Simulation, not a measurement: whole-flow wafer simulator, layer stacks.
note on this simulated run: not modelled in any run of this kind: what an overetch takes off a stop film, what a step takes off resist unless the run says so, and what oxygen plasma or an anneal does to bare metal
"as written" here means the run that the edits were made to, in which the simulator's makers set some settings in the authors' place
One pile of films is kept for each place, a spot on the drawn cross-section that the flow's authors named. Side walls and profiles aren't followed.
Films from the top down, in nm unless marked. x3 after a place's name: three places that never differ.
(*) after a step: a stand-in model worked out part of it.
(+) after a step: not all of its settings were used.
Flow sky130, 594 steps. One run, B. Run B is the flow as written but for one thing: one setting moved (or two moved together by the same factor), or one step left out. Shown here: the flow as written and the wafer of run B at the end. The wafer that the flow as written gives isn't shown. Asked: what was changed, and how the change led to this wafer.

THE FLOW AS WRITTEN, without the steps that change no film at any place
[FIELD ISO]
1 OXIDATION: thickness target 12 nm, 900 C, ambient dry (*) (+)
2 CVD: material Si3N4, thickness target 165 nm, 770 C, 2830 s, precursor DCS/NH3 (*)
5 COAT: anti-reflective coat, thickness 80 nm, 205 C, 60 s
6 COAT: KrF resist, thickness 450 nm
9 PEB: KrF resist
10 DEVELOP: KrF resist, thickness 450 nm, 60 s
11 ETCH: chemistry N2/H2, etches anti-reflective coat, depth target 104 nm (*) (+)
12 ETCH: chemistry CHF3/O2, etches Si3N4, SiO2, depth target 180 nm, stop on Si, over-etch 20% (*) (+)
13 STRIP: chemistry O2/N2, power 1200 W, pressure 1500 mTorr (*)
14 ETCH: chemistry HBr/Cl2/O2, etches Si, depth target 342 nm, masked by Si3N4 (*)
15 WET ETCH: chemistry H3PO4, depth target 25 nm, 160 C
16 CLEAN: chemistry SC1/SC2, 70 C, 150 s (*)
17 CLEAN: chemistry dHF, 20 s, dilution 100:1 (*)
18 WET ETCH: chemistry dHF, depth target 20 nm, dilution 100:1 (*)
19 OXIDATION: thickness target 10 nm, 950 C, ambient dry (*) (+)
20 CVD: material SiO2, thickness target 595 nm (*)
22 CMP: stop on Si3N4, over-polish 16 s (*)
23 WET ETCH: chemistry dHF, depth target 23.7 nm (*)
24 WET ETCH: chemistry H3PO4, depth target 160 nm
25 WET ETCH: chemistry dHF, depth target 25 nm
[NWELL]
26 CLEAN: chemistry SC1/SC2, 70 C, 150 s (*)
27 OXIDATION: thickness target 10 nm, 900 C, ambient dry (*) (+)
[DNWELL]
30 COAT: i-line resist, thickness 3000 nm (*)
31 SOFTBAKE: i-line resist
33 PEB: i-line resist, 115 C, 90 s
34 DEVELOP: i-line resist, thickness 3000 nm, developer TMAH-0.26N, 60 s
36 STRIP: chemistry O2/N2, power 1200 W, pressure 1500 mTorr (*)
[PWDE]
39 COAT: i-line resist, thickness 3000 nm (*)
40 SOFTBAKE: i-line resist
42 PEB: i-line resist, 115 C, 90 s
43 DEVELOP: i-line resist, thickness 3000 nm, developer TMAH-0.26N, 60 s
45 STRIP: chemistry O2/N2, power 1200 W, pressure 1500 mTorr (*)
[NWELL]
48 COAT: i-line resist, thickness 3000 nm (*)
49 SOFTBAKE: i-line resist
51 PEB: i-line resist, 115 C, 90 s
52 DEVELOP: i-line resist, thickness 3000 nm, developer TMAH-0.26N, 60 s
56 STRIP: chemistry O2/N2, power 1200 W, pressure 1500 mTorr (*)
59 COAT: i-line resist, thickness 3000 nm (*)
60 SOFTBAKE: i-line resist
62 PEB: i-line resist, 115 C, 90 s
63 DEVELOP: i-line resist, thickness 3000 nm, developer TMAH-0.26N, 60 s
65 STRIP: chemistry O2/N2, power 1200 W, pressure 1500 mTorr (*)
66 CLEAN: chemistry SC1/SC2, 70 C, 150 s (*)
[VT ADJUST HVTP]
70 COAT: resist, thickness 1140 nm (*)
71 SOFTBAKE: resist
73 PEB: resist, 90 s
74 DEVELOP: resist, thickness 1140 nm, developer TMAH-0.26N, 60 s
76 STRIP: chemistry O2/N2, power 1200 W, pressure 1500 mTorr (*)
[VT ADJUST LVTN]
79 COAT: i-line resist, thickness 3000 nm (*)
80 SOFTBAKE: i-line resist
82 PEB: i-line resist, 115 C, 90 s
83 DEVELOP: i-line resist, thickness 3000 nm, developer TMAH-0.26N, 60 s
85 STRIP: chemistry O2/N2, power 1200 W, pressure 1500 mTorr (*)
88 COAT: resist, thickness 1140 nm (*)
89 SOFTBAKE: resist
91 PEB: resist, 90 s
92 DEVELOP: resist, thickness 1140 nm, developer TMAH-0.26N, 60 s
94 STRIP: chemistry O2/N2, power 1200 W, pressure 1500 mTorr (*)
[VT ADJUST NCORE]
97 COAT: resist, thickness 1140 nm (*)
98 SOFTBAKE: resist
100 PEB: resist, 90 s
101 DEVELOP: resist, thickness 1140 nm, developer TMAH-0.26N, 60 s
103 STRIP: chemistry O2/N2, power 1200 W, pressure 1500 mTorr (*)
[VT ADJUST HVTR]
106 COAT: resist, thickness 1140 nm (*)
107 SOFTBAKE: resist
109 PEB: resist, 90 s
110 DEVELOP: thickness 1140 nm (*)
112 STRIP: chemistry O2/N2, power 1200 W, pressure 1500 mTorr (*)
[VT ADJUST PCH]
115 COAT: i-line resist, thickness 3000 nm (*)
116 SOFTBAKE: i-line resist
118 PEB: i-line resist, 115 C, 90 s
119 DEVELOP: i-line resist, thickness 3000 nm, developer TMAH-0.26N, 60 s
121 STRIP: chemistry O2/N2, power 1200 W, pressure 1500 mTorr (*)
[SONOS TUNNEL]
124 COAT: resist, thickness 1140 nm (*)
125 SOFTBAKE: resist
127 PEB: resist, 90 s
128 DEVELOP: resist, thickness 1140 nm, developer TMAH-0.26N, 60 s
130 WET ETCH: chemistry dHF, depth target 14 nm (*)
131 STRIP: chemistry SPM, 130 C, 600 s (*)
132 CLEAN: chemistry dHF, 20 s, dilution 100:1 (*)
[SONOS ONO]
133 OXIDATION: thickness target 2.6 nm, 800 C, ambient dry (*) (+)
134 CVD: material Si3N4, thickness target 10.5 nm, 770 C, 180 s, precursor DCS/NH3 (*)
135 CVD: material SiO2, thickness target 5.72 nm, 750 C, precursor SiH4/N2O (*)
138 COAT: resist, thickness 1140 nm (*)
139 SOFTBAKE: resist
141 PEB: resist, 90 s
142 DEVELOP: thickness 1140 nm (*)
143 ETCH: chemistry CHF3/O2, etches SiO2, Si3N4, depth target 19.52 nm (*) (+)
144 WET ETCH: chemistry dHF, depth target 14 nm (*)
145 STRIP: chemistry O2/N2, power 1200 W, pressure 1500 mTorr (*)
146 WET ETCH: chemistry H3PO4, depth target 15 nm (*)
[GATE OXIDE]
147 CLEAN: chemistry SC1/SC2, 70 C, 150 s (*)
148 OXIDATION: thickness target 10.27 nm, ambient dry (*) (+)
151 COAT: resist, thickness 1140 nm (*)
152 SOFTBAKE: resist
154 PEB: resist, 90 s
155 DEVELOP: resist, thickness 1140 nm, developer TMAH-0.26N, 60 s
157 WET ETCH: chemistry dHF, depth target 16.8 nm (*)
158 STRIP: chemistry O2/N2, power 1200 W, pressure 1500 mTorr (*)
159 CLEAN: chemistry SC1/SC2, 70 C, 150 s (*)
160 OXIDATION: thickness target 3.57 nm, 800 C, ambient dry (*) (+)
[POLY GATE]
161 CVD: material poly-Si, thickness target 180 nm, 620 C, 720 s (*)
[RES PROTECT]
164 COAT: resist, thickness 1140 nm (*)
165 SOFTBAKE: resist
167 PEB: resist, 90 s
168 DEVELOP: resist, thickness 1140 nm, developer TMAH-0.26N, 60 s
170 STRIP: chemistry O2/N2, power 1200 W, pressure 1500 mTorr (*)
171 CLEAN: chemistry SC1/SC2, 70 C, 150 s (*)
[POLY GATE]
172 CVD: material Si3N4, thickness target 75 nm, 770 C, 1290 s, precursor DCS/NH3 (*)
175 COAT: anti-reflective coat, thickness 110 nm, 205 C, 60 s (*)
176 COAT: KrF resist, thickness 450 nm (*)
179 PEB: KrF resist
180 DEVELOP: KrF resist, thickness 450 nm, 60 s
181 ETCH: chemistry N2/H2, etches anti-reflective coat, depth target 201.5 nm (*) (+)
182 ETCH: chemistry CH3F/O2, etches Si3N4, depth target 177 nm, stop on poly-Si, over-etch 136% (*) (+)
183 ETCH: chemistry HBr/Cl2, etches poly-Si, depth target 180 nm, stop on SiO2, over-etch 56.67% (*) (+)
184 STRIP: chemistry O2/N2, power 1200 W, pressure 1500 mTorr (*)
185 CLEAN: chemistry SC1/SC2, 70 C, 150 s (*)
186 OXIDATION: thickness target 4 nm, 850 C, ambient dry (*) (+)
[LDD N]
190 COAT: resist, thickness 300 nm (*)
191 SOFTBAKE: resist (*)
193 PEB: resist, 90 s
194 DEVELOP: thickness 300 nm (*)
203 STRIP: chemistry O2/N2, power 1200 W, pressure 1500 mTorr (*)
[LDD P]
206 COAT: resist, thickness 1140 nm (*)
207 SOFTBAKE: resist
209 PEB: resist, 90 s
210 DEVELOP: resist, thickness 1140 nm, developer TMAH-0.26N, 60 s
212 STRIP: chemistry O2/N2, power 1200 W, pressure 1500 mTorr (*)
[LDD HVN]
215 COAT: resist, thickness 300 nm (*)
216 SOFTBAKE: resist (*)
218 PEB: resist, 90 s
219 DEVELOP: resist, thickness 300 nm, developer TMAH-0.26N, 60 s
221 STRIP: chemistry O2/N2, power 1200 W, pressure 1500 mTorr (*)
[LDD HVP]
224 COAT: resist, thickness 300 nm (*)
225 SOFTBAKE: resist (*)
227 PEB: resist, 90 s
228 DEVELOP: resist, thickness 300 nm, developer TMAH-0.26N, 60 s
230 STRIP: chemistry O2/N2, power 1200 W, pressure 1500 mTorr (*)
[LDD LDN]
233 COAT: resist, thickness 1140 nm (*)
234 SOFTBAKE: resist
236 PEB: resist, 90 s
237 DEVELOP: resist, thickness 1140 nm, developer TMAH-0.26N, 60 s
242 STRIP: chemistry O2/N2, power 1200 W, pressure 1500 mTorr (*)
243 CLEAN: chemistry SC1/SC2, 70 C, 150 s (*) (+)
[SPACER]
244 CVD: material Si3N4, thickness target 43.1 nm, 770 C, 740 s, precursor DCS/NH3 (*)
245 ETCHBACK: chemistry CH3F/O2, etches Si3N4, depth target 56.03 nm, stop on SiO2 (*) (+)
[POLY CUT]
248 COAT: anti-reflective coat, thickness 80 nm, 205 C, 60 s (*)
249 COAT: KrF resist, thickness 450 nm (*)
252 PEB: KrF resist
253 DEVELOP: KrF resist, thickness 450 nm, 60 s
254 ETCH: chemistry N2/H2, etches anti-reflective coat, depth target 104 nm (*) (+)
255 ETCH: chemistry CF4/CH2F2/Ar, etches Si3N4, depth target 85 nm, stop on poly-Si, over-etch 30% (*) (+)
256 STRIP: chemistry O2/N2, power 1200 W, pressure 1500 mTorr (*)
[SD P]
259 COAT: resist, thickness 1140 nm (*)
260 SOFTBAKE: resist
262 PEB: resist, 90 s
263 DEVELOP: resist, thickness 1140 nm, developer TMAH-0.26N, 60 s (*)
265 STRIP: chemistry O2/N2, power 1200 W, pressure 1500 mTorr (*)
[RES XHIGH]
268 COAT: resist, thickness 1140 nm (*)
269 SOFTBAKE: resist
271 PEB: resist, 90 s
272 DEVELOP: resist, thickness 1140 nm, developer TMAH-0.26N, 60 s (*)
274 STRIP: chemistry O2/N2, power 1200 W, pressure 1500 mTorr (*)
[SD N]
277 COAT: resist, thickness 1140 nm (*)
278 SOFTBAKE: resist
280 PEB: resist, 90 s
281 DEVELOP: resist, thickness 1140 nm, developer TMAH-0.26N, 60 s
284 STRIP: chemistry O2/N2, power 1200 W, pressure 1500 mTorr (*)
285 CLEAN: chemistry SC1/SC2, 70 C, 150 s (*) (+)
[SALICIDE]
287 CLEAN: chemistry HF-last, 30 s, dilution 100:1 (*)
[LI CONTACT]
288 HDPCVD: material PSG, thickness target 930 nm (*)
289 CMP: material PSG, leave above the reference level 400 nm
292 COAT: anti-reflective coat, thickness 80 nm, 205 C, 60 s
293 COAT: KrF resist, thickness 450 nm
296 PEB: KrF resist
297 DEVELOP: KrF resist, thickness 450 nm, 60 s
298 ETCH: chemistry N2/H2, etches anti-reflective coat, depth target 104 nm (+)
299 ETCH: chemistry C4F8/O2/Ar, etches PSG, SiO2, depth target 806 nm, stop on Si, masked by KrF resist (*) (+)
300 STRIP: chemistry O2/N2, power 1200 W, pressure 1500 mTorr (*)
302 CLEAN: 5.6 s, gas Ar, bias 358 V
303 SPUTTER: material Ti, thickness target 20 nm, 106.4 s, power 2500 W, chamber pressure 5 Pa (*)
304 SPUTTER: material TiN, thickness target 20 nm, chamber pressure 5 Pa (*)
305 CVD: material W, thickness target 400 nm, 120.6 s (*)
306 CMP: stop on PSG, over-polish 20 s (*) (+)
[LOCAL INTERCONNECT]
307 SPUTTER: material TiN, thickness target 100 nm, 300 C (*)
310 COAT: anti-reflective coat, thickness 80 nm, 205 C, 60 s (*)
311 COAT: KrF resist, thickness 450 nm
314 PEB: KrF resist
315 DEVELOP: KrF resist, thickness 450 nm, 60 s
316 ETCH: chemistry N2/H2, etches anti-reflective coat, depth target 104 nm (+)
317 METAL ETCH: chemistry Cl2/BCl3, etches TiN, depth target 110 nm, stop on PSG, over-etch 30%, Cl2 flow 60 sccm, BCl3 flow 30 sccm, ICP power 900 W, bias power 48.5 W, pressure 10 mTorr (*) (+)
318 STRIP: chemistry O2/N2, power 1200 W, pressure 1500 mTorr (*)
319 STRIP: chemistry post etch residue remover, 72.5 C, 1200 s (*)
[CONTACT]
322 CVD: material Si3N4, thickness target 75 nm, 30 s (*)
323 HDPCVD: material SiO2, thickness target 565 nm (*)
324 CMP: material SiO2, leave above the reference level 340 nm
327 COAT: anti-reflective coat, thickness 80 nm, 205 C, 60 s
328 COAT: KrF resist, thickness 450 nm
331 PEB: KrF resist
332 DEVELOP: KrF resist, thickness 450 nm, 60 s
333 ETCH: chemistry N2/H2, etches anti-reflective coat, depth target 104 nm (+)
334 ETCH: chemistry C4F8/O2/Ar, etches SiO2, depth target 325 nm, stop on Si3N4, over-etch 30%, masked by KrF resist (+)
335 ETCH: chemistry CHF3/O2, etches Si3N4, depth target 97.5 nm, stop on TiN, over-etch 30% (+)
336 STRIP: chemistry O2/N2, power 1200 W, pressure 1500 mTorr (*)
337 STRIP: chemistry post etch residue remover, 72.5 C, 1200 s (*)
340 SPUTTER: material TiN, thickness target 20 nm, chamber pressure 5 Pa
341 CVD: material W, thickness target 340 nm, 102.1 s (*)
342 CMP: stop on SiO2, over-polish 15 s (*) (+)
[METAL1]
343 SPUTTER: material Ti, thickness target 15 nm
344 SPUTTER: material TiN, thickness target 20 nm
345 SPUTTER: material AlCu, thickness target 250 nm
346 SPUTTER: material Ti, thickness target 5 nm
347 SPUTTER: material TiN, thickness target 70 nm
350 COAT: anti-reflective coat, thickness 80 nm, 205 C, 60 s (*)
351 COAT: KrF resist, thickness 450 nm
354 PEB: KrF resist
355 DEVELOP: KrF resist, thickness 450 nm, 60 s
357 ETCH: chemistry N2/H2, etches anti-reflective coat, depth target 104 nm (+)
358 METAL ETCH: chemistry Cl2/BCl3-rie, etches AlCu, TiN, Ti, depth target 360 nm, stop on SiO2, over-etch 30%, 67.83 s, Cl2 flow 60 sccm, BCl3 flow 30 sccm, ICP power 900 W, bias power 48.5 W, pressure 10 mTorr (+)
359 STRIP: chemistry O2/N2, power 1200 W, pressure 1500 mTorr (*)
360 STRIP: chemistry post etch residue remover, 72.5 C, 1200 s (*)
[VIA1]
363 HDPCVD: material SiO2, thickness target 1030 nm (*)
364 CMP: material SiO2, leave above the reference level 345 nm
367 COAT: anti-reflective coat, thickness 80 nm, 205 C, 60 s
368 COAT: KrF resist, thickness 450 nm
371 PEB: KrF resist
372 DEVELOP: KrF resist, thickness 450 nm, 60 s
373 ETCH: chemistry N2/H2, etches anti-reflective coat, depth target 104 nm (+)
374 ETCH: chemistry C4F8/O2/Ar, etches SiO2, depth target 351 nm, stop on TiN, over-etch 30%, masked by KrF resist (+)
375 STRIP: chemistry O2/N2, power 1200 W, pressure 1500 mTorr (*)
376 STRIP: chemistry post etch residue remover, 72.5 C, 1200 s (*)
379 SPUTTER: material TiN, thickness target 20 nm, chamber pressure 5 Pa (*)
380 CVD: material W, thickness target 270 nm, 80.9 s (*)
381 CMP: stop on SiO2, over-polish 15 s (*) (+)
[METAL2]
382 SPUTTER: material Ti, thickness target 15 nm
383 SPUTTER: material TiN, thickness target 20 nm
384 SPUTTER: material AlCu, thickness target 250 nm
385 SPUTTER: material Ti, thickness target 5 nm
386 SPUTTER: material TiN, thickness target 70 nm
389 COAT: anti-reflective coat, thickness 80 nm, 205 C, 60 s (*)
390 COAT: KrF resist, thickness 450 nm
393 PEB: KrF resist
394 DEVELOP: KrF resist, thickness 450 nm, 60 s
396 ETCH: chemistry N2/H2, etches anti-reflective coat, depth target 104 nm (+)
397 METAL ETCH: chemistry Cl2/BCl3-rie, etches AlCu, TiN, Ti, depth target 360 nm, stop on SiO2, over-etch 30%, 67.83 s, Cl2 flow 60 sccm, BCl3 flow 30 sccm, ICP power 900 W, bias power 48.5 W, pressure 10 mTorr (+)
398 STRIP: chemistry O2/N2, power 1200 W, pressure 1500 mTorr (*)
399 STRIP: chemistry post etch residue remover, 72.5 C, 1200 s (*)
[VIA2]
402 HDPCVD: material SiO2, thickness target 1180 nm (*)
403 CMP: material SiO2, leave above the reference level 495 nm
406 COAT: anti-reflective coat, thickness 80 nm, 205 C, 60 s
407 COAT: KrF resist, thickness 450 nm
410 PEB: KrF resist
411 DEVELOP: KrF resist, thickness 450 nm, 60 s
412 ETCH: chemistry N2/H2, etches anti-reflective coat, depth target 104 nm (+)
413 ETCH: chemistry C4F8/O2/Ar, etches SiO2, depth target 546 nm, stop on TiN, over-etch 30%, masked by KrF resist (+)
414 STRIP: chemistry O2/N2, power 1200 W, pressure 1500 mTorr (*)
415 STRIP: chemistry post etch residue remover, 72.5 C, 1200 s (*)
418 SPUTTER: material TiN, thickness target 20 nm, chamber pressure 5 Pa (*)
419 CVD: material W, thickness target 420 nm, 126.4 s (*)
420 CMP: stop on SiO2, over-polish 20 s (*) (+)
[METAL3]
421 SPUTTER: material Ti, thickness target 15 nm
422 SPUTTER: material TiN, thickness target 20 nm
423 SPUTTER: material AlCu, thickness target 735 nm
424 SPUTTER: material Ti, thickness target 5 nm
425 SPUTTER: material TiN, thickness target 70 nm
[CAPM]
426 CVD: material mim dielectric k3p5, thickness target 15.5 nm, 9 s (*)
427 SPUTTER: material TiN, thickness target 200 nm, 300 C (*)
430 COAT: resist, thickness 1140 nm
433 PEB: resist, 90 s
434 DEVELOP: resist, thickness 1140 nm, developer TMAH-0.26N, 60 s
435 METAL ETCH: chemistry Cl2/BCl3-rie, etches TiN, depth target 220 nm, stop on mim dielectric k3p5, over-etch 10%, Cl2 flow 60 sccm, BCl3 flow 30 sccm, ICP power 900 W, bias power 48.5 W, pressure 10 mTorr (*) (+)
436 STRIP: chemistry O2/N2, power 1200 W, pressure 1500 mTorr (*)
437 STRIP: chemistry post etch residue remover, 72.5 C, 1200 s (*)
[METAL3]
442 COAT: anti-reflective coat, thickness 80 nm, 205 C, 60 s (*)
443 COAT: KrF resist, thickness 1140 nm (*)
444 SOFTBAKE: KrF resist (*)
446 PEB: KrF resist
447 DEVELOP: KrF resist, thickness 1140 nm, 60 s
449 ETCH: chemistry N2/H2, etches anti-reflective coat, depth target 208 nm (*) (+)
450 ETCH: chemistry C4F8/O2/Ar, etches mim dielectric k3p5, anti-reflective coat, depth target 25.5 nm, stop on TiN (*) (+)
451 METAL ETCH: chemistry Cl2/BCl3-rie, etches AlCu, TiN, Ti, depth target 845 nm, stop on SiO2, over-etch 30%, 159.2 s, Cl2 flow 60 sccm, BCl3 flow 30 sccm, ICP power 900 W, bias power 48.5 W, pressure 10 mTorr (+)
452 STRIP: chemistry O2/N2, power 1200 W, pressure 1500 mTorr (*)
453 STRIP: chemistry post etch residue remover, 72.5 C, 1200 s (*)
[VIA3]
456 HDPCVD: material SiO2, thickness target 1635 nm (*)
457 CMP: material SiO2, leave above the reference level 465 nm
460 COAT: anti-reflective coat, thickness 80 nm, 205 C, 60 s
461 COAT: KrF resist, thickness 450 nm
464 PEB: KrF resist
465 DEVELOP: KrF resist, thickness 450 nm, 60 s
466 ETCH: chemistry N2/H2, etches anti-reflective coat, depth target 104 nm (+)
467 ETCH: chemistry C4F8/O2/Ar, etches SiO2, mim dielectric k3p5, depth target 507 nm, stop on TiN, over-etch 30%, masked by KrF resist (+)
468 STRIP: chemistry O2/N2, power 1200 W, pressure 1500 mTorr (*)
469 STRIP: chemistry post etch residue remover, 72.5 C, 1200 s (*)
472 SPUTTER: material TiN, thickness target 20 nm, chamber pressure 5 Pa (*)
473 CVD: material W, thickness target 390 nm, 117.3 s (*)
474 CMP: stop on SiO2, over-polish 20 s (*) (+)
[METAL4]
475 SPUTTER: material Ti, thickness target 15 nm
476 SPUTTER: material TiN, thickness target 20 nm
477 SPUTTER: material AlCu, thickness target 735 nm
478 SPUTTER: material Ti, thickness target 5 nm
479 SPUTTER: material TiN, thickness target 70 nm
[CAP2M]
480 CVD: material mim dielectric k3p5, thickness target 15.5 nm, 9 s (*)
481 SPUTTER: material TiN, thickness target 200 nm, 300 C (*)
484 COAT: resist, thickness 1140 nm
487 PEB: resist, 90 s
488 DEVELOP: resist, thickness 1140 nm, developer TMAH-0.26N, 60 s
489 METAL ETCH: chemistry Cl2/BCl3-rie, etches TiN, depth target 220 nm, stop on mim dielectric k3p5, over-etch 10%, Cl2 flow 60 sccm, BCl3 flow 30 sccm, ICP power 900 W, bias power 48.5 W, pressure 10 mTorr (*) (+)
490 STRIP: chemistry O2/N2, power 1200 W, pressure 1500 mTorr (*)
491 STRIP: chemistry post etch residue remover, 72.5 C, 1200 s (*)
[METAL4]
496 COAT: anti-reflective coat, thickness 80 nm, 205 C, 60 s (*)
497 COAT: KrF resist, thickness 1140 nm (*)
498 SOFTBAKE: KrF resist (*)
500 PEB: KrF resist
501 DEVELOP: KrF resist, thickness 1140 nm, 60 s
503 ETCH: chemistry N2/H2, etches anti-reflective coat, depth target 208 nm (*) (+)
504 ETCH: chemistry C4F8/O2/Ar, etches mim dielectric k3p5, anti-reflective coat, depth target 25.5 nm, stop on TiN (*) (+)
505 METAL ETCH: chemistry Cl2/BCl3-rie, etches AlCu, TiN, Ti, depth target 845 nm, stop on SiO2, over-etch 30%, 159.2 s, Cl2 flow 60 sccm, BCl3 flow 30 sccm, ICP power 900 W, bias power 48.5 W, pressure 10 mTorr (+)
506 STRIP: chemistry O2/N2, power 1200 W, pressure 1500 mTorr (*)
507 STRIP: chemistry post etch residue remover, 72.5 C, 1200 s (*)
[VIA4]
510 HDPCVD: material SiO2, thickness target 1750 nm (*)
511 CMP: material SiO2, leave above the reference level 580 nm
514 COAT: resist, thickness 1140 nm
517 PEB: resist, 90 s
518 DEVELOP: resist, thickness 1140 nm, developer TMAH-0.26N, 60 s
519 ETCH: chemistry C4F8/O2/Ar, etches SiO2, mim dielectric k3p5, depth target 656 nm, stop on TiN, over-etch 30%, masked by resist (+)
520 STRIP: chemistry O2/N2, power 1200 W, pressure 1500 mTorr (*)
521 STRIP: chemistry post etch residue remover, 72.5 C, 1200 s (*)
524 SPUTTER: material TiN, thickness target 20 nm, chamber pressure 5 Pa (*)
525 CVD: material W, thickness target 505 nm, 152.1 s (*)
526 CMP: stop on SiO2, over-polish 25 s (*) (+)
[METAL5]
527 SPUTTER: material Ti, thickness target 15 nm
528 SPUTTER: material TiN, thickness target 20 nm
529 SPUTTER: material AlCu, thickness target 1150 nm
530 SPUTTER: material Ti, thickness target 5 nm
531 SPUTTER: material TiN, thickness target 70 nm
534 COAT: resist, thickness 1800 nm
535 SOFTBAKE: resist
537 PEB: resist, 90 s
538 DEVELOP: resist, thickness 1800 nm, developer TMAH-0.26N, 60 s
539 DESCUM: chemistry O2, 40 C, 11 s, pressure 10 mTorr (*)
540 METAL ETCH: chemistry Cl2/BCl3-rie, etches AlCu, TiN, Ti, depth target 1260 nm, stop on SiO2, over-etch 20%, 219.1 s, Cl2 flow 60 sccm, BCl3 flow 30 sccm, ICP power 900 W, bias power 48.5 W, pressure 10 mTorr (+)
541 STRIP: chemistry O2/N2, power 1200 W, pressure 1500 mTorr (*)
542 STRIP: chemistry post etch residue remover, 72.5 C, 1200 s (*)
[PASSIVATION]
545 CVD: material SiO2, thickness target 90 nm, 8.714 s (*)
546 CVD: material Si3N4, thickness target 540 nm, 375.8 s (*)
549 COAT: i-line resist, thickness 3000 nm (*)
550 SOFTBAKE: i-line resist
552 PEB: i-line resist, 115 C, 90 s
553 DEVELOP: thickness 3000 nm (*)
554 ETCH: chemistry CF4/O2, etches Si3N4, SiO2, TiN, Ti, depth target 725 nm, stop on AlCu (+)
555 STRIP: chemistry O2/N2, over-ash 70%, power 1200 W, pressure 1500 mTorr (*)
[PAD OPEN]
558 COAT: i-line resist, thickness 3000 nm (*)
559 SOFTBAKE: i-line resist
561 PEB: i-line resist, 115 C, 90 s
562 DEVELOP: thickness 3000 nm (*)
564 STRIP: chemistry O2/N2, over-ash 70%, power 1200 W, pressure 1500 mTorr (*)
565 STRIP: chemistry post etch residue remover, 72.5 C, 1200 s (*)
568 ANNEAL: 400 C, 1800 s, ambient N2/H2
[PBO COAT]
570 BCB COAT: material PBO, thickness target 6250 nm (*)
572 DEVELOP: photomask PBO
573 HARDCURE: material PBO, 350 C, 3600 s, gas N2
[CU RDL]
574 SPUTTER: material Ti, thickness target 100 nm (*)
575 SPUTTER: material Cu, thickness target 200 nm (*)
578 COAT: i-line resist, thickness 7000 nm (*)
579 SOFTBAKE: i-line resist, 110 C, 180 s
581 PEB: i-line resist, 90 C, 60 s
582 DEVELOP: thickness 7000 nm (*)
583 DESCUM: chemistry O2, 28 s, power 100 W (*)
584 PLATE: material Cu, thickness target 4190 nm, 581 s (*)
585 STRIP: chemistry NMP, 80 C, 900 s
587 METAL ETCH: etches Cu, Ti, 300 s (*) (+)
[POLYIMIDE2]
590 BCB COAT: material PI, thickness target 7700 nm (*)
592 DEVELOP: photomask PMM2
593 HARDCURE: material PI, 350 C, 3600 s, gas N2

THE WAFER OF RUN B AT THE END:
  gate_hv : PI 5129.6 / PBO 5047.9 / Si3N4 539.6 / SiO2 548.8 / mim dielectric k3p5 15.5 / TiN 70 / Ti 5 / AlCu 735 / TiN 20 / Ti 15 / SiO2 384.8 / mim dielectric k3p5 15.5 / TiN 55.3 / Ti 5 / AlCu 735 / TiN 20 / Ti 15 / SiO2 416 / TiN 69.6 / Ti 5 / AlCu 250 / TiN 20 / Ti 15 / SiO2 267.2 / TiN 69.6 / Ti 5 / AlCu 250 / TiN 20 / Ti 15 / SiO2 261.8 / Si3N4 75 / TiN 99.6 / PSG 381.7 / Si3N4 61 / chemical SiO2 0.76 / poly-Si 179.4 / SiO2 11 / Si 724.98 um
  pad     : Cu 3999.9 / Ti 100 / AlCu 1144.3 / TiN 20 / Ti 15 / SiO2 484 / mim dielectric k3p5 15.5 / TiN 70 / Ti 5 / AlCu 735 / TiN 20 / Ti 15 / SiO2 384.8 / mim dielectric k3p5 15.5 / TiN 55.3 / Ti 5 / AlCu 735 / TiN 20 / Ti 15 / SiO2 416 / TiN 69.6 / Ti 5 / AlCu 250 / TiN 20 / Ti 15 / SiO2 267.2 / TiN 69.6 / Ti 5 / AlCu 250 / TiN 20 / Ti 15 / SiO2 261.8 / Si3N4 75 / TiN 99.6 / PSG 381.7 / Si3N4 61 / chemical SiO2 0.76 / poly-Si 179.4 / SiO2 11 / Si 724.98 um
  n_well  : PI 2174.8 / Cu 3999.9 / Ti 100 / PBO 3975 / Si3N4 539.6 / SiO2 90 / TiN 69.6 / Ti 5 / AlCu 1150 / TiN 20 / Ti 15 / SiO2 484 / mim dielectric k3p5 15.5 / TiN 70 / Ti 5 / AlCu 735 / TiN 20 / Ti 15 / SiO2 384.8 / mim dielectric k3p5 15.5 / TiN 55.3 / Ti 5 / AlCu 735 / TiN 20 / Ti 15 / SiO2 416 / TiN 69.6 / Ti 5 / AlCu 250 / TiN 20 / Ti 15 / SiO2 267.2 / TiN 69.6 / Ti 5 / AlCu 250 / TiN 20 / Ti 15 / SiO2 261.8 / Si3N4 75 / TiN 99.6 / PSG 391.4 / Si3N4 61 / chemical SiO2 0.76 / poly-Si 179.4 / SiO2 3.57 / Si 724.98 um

The cause: step 425, SPUTTER: thickness target 55.3 nm was run, where the flow has thickness target 70 nm.
It can be read off the wafer: gate_hv has TiN 55.3, and step 425 as written asks for 70 nm.

How the change led to this, step by step:
  425 SPUTTER: material TiN, thickness target 70 nm
      field, active, n_well and 188 more: TiN +55.3 (new film) (as written it would be: TiN +70 (new film))
  451 METAL ETCH: chemistry Cl2/BCl3-rie, etches AlCu, TiN, Ti, depth target 845 nm, stop on SiO2, over-etch 30%, 159.2 s, Cl2 flow 60 sccm, BCl3 flow 30 sccm, ICP power 900 W, bias power 48.5 W, pressure 10 mTorr (+)
      field, active, gate and 69 more: TiN -55.3 (all of it), Ti -5 (all of it), AlCu -735 (all of it), TiN -20 (all of it), Ti -15 (all of it), SiO2 -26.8 (as written it would be: TiN -70 (all of it), Ti -5 (all of it), AlCu -735 (all of it), TiN -20 (all of it), Ti -15 (all of it), SiO2 -25.4)
      vpp_ln, vpp_iso2, ndiff_ln and 10 more: TiN -55.3 (all of it), Ti -5 (all of it), AlCu -735 (all of it), TiN -20 (all of it), Ti -15 (all of it), SiO2 -26.8 (as written it would be: TiN -70 (all of it), Ti -5 (all of it), AlCu -735 (all of it), TiN -20 (all of it), Ti -15 (all of it), SiO2 -25.3)
  467 ETCH: chemistry C4F8/O2/Ar, etches SiO2, mim dielectric k3p5, depth target 507 nm, stop on TiN, over-etch 30%, masked by KrF resist (+)
      m1: SiO2 -389.2 (all of it), mim dielectric k3p5 -15.5 (all of it) (as written it would be: SiO2 -374.5 (all of it), mim dielectric k3p5 -15.5 (all of it))
      via3_hole: SiO2 -388.6 (all of it), mim dielectric k3p5 -15.5 (all of it) (as written it would be: SiO2 -373.9 (all of it), mim dielectric k3p5 -15.5 (all of it))
